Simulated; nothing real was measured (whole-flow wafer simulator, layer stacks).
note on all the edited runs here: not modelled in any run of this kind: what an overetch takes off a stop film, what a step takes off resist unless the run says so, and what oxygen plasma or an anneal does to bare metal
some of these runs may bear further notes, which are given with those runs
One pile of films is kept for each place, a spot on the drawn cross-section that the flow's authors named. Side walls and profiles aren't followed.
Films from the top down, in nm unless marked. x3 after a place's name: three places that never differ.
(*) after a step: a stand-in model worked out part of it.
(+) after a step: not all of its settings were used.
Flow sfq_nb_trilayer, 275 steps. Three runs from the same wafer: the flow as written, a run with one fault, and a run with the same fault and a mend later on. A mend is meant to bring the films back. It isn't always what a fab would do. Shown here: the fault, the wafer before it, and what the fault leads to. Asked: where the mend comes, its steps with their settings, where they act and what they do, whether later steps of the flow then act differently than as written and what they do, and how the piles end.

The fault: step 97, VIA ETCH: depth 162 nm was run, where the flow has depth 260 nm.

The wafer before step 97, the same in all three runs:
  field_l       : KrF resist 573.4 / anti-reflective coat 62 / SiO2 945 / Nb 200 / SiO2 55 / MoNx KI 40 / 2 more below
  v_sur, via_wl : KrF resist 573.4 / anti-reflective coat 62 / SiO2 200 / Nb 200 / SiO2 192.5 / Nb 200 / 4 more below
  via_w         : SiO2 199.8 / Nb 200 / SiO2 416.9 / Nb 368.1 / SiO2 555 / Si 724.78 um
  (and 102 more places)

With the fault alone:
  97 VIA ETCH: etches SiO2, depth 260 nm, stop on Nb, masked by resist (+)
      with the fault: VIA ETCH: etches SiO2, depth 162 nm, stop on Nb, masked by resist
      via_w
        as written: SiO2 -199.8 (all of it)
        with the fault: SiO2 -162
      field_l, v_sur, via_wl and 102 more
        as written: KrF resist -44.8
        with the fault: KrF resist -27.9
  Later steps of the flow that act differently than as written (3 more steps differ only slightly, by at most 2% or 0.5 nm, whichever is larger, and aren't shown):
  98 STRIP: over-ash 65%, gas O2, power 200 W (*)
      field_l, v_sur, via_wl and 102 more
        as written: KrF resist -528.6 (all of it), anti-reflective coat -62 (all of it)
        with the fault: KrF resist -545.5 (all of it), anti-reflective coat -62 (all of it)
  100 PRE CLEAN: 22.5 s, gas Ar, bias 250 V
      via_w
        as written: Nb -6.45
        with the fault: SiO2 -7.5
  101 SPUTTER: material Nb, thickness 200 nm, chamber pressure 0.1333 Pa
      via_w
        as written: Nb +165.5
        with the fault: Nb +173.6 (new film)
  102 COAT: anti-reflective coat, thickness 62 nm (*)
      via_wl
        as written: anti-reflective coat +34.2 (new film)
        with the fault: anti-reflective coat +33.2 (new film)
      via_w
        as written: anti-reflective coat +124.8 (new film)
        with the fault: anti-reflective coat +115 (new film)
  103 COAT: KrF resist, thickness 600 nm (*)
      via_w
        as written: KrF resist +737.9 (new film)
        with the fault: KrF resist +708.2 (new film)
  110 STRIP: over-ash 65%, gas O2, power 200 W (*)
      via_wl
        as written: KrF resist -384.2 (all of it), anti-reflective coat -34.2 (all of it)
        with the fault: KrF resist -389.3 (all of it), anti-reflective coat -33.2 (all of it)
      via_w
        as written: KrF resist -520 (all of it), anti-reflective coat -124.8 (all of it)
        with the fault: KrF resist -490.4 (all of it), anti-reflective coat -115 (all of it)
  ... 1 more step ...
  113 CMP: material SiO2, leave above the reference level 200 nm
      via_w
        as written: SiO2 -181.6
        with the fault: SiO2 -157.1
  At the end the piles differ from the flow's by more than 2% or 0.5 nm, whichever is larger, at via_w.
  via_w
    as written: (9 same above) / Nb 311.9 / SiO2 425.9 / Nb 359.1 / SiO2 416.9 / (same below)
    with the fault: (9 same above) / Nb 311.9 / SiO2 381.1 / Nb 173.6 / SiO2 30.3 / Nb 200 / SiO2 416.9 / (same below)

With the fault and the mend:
  The mend comes after step 97.
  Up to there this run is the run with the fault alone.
  97a VIA ETCH: etches SiO2, depth 98 nm, stop on Nb, masked by resist (+) (the flow's step 97 once more, with other settings)
      field_l, v_sur, via_wl and 102 more
        KrF resist -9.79
      via_w
        SiO2 -37.8 (all of it)
  No later step of the flow acts differently than as written, at any place that is followed, by more than 2% or 0.5 nm, whichever is larger.
  At the end the piles are the same as the flow's at every place that both follow.
